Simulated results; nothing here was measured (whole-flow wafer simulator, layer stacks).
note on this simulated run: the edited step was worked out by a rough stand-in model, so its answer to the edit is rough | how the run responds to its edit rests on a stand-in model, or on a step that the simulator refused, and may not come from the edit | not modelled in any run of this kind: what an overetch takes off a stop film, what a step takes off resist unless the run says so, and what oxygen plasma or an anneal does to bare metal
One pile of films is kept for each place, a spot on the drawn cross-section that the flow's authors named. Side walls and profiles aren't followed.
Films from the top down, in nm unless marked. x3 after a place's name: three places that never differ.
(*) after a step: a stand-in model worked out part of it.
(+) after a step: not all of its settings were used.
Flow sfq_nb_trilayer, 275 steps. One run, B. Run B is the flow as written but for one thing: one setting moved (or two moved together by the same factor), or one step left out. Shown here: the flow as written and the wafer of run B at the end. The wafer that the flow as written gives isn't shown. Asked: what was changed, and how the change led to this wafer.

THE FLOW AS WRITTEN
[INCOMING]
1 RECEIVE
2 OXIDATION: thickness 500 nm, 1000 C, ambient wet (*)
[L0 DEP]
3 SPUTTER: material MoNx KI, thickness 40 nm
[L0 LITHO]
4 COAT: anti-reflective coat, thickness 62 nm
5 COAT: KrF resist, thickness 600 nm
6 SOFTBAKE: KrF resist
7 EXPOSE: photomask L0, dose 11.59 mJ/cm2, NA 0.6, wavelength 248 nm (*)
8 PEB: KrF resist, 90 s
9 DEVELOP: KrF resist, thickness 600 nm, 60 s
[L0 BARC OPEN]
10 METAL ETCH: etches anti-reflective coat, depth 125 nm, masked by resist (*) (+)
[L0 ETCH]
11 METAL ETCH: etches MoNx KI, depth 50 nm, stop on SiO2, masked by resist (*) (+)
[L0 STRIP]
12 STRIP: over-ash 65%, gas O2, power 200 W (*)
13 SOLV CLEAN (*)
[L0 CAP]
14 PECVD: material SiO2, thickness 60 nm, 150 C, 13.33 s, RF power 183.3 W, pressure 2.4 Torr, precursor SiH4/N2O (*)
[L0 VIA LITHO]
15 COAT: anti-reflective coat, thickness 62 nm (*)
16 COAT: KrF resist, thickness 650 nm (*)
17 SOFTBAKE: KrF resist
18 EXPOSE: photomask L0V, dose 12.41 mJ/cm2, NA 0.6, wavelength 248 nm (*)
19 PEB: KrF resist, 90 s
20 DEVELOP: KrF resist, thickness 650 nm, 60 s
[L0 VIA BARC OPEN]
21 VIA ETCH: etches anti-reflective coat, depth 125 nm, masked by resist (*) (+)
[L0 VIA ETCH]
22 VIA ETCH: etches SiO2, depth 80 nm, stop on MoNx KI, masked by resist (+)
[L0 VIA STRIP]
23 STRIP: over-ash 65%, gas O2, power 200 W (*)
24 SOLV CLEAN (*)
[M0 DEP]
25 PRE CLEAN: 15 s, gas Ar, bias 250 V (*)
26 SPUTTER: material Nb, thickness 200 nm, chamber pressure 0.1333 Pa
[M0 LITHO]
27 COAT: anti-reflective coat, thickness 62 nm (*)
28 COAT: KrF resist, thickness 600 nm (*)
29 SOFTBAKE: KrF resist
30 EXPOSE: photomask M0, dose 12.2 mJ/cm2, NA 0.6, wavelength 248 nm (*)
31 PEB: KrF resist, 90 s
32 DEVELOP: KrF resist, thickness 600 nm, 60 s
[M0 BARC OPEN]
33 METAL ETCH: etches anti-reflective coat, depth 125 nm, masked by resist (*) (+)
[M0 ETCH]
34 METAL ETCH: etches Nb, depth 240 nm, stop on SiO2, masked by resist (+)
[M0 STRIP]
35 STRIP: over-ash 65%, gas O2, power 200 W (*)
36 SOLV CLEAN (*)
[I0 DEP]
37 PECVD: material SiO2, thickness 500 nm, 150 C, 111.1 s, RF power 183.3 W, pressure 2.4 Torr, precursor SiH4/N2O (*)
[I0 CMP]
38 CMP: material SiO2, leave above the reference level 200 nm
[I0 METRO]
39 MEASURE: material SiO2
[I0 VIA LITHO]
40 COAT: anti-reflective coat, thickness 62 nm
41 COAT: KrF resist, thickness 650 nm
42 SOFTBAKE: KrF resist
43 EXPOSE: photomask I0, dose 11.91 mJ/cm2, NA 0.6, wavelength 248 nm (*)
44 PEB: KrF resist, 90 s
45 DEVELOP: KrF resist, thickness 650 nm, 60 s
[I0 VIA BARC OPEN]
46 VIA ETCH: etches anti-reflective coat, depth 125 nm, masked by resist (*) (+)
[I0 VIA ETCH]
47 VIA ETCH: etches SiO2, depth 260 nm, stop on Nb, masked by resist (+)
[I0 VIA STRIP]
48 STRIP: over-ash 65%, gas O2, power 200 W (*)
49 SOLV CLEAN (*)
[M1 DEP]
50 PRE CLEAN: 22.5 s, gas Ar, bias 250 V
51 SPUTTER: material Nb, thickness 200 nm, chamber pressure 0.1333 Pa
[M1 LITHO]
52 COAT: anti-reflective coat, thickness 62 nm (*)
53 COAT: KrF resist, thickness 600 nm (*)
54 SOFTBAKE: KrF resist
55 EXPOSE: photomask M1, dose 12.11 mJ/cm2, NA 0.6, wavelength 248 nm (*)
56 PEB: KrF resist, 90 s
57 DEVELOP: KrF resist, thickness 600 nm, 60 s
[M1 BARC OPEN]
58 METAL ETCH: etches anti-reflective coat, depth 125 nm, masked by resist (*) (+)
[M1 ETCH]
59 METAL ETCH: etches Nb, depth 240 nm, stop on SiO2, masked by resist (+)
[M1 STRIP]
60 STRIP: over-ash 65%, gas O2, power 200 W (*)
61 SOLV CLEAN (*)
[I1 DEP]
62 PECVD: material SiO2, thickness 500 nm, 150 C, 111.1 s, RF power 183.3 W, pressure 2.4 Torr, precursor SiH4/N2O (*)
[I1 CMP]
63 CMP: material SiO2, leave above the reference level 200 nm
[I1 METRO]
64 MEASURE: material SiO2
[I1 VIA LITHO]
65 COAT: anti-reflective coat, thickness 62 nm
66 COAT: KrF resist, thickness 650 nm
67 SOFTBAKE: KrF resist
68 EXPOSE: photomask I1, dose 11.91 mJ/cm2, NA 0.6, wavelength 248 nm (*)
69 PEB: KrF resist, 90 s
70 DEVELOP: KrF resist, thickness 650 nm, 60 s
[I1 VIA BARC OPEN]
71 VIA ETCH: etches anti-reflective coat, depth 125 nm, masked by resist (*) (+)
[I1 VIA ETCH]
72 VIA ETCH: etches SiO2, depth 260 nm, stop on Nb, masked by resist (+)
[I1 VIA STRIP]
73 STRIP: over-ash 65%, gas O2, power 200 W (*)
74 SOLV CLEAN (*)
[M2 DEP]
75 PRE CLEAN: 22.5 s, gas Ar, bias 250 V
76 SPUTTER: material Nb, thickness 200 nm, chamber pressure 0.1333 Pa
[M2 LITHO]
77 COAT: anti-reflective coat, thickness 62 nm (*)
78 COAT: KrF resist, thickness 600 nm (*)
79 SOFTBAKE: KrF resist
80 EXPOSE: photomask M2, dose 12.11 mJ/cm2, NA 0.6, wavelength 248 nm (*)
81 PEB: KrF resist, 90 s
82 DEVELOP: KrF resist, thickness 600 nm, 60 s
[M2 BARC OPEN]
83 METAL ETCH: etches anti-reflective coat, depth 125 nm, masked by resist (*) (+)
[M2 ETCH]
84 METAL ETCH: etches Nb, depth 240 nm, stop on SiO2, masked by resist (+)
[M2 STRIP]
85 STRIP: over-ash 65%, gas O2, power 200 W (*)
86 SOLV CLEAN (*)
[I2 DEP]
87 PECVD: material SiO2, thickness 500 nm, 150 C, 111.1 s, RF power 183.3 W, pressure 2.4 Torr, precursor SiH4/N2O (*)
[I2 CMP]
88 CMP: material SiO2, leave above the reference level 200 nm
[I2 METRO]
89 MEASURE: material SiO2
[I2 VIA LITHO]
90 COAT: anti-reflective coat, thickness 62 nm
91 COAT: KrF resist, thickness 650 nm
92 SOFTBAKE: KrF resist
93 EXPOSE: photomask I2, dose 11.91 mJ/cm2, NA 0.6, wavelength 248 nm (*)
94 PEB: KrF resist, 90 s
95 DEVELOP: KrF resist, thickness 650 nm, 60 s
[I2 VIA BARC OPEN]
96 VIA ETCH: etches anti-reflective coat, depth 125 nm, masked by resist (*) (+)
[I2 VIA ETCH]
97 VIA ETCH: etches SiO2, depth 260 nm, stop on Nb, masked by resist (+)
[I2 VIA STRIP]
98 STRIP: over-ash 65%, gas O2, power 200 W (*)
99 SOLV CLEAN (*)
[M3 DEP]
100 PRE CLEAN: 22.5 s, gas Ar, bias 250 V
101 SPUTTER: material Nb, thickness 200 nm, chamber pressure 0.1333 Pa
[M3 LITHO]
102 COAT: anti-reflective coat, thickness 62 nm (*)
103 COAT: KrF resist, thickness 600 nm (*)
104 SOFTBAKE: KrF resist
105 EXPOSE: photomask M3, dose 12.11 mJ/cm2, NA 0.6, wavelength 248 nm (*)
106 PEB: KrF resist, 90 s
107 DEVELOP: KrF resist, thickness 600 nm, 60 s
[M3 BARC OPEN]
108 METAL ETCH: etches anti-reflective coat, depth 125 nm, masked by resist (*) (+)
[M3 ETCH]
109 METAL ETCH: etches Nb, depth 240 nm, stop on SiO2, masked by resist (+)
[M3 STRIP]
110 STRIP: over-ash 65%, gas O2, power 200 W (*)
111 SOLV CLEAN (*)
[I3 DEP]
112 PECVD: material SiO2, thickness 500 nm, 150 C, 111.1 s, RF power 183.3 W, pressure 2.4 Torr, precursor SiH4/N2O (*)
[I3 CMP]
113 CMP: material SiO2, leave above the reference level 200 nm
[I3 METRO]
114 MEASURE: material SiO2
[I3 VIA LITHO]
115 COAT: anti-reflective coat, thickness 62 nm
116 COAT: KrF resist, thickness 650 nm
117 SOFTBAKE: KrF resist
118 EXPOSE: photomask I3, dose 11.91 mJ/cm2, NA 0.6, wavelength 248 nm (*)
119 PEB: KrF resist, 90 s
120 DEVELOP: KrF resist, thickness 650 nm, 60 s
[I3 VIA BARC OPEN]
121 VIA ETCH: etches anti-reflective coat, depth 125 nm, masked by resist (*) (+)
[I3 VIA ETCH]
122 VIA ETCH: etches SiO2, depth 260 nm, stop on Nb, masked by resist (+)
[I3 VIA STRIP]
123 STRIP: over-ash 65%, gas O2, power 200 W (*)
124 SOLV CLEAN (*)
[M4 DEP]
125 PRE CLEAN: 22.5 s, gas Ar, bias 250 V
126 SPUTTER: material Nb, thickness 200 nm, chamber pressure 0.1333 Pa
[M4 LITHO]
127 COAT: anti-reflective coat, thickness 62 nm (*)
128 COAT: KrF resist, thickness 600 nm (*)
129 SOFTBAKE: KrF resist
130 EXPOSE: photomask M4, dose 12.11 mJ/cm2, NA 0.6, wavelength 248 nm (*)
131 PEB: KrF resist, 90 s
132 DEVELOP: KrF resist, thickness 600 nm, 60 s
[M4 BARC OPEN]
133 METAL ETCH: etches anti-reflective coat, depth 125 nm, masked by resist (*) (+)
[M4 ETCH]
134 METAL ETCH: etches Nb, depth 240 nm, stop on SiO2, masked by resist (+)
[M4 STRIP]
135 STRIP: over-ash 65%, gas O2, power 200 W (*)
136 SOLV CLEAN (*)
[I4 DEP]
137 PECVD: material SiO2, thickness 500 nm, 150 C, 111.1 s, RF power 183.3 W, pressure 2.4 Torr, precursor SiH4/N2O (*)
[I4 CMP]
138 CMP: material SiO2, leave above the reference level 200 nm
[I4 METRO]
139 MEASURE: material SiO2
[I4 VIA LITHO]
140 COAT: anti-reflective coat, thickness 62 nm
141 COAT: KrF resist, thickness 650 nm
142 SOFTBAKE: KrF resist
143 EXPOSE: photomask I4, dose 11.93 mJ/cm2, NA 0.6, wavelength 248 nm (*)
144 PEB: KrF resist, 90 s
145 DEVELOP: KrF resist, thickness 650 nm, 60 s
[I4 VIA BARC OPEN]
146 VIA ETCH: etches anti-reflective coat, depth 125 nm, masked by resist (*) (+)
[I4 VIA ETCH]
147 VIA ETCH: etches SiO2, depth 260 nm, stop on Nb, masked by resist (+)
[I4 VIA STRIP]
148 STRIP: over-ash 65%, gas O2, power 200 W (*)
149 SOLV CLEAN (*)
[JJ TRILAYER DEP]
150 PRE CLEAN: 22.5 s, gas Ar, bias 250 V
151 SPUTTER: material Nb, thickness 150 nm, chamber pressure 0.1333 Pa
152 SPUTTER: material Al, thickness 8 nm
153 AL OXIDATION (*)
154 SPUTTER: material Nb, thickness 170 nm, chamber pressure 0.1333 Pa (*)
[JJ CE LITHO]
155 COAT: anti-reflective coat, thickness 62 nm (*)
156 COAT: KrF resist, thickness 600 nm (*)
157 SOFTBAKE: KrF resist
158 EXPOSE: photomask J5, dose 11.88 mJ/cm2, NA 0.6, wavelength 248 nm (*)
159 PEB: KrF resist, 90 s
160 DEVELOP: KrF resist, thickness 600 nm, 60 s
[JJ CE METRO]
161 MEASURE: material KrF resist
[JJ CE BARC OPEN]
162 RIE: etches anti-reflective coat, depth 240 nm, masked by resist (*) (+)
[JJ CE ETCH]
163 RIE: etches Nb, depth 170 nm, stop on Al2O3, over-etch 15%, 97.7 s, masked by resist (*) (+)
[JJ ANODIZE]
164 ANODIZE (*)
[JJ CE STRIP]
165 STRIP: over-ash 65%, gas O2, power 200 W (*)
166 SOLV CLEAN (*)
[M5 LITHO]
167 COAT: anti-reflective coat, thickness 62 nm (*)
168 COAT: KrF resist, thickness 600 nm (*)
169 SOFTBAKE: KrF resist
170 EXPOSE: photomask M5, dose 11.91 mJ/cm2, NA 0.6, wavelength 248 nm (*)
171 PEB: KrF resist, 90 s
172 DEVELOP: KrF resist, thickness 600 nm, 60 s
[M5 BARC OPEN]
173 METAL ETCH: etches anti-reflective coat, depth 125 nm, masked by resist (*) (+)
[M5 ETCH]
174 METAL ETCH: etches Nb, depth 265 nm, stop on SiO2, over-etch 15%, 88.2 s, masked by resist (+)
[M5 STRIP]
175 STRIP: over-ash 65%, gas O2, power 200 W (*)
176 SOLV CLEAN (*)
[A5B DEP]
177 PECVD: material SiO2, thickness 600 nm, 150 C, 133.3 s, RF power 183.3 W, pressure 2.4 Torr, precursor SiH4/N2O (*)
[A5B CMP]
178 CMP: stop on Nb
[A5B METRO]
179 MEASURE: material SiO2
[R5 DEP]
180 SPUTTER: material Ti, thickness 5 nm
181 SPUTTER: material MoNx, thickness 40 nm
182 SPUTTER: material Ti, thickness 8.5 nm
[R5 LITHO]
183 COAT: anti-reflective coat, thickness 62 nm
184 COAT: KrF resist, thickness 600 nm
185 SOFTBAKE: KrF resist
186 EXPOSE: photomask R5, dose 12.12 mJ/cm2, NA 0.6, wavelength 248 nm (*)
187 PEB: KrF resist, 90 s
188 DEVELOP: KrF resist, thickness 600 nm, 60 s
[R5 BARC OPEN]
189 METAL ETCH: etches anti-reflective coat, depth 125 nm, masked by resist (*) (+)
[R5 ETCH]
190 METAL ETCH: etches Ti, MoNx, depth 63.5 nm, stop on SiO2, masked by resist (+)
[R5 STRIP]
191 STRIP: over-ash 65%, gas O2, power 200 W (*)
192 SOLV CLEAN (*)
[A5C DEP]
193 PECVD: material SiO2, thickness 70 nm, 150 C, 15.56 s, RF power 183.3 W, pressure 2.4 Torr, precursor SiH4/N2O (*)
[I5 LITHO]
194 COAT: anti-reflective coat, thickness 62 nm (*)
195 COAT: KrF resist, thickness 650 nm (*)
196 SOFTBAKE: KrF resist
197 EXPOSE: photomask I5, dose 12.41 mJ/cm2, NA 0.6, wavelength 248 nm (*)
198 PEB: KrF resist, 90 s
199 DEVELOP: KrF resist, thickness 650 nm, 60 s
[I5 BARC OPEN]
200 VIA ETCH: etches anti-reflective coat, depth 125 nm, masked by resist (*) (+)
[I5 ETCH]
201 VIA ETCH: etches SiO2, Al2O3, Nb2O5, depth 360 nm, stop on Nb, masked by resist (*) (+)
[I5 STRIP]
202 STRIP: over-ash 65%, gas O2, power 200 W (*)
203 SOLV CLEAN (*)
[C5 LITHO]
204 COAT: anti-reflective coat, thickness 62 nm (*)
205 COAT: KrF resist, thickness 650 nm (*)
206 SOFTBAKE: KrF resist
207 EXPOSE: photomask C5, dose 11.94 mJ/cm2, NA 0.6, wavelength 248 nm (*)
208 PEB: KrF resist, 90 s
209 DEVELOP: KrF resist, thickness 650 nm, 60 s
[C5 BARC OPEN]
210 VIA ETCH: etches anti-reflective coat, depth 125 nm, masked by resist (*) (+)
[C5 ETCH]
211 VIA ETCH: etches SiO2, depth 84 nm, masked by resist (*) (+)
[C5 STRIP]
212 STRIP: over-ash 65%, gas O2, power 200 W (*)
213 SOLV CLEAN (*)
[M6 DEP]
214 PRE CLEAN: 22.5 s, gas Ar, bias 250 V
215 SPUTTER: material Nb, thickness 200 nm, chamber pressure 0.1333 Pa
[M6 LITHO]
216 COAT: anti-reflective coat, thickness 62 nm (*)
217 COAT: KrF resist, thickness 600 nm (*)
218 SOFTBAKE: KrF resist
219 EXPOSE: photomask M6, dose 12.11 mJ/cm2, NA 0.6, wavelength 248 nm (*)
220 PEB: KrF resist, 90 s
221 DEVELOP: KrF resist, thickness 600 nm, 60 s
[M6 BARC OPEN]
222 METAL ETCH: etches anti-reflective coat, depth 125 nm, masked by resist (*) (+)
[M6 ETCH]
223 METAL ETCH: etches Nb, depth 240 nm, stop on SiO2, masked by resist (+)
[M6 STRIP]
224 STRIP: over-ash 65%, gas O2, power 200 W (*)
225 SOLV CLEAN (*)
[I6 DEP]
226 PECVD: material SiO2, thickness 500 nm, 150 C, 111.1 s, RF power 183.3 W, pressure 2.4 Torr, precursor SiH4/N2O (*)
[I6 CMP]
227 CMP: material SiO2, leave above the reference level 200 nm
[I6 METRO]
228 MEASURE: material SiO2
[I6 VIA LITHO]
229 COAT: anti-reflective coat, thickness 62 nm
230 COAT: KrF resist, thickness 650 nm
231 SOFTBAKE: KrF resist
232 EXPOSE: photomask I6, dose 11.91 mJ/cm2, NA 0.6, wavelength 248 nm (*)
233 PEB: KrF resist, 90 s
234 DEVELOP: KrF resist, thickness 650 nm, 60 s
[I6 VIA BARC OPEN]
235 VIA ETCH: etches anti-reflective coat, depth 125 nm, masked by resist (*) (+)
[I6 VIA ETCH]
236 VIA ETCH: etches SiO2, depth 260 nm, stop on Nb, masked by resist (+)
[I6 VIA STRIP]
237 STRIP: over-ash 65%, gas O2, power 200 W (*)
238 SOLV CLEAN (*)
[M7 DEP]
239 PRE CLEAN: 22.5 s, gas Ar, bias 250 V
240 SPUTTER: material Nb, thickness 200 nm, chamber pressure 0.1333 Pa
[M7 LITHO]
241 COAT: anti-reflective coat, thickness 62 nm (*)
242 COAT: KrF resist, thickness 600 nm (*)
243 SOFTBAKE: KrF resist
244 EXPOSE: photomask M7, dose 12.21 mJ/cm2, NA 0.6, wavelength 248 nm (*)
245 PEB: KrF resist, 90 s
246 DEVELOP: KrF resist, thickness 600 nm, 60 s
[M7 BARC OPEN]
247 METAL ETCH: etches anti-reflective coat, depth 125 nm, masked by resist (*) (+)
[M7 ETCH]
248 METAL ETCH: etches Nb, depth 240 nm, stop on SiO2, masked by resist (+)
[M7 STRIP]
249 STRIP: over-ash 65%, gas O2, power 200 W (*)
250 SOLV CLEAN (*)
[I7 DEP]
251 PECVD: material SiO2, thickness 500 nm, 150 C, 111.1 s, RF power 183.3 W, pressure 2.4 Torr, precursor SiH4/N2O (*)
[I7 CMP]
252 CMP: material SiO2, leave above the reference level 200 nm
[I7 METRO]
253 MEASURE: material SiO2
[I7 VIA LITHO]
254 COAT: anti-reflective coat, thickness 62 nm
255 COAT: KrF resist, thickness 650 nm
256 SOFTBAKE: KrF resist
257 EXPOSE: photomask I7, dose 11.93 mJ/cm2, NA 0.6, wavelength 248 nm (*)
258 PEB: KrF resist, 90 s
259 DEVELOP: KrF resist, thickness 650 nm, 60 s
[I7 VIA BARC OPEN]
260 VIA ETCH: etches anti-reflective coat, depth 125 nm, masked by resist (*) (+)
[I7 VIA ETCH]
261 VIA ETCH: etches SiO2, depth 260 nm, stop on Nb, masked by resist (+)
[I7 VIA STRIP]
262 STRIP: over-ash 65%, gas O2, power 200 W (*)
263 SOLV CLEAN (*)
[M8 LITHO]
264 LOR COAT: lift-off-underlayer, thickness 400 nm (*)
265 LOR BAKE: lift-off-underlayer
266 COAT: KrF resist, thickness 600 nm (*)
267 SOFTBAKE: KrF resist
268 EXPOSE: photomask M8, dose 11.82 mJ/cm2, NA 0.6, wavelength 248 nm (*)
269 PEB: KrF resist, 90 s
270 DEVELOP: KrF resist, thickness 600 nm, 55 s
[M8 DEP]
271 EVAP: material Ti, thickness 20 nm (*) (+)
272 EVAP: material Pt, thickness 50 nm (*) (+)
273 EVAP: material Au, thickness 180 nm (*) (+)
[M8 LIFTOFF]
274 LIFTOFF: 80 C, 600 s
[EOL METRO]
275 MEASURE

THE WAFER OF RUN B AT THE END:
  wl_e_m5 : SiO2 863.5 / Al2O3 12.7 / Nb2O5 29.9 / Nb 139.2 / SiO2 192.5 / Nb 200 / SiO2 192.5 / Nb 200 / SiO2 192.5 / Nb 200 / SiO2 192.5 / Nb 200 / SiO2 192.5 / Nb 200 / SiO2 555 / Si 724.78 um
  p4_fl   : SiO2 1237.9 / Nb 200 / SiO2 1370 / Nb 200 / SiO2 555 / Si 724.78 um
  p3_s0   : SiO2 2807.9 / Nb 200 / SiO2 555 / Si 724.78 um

The cause: step 251, PECVD: thickness 262 nm was run, where the flow has thickness 500 nm; step 251, PECVD: 58.33 s was run, where the flow has 111.1 s.

How the change led to this, step by step:
  251 PECVD: material SiO2, thickness 500 nm, 150 C, 111.1 s, RF power 183.3 W, pressure 2.4 Torr, precursor SiH4/N2O (*)
      field_l, p4_fl, p4_fm and 56 more: SiO2 +262 (as written it would be: SiO2 +500)
      v_sur, via_wl, via_w and 37 more: SiO2 +262 (new film) (as written it would be: SiO2 +500 (new film))
      (and at 7 more places)
  252 CMP: material SiO2, leave above the reference level 200 nm
      field_l, p4_fl, p4_fm and 56 more: nothing (as written it would be: SiO2 -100)
      field_r, lsp_l: nothing (as written it would be: SiO2 -77.7)
      (and at 45 more places)
  254 COAT: anti-reflective coat, thickness 62 nm
      jj_sur, ce_l, c5j, be_r: anti-reflective coat +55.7 (new film) (as written it would be: anti-reflective coat +62 (new film))
      p3_s1, p3_l2, p3_s5, p3_l6: anti-reflective coat +63.8 (new film) (as written it would be: anti-reflective coat +62 (new film))
      (and at 86 more places)
  255 COAT: KrF resist, thickness 650 nm
      ce_l, c5j, ce_r, sp_r, wl_f_m6: KrF resist +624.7 (new film) (as written it would be: KrF resist +650 (new film))
      be_r, r5r_spacepad_r: KrF resist +624.2 (new film) (as written it would be: KrF resist +650 (new film))
      (and at 74 more places)
  259 DEVELOP: KrF resist, thickness 650 nm, 60 s
      via_wl: KrF resist -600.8 (all of it) (as written it would be: KrF resist -648.6 (all of it))
      via_w: KrF resist -608.3 (all of it) (as written it would be: KrF resist -648.6 (all of it))
      (and at 1 more place)
  260 VIA ETCH: etches anti-reflective coat, depth 125 nm, masked by resist (*) (+)
      field_l, v_sur, via_sp and 100 more: KrF resist -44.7 (as written it would be: KrF resist -51.7)
      via_wl: anti-reflective coat -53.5 (all of it), SiO2 -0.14 (as written it would be: anti-reflective coat -62 (all of it), SiO2 -0.16)
      (and at 2 more places)
  262 STRIP: over-ash 65%, gas O2, power 200 W (*)
      ce_l, c5j: KrF resist -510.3 (all of it), anti-reflective coat -55.7 (all of it) (as written it would be: KrF resist -528.6 (all of it), anti-reflective coat -62 (all of it))
      ce_r, sp_r: KrF resist -510.3 (all of it), anti-reflective coat -55.8 (all of it) (as written it would be: KrF resist -528.6 (all of it), anti-reflective coat -62 (all of it))
      (and at 94 more places)
  264 LOR COAT: lift-off-underlayer, thickness 400 nm (*)
      m5r_linepad_l, m5r_linepad_r, r5r_line_l: lift-off-underlayer +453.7 (new film) (as written it would be: lift-off-underlayer +400 (new film))
      wl_j_sl, wl_jj: lift-off-underlayer +389.6 (new film) (as written it would be: lift-off-underlayer +400 (new film))
      (and at 84 more places)
  266 COAT: KrF resist, thickness 600 nm (*)
      wl_d_m1, wl_d_sr: KrF resist +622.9 (new film) (as written it would be: KrF resist +600 (new film))
      wl_f_sr, m8r_pad_l: KrF resist +584.9 (new film) (as written it would be: KrF resist +600 (new film))
      (and at 46 more places)
  270 DEVELOP: KrF resist, thickness 600 nm, 55 s
      field_l: KrF resist -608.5 (all of it), lift-off-underlayer -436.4 (all of it) (as written it would be: KrF resist -593.7 (all of it), lift-off-underlayer -388.2 (all of it))
      v_sur: KrF resist -591.5 (all of it), lift-off-underlayer -319.5 (all of it) (as written it would be: KrF resist -607.3 (all of it), lift-off-underlayer -369.4 (all of it))
      (and at 9 more places)
  274 LIFTOFF: 80 C, 600 s
      wl_j_sl, wl_jj: Au -180 (all of it), Pt -50 (all of it), Ti -20 (all of it), KrF resist -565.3 (all of it), lift-off-underlayer -389.6 (all of it) (as written it would be: Au -180 (all of it), Pt -50 (all of it), Ti -20 (all of it), KrF resist -576.2 (all of it), lift-off-underlayer -400 (all of it))
      m0r_line_l, m6r_line_l: Au -180 (all of it), Pt -50 (all of it), Ti -20 (all of it), KrF resist -589 (all of it), lift-off-underlayer -432.4 (all of it) (as written it would be: Au -180 (all of it), Pt -50 (all of it), Ti -20 (all of it), KrF resist -576.2 (all of it), lift-off-underlayer -400 (all of it))
      (and at 74 more places)
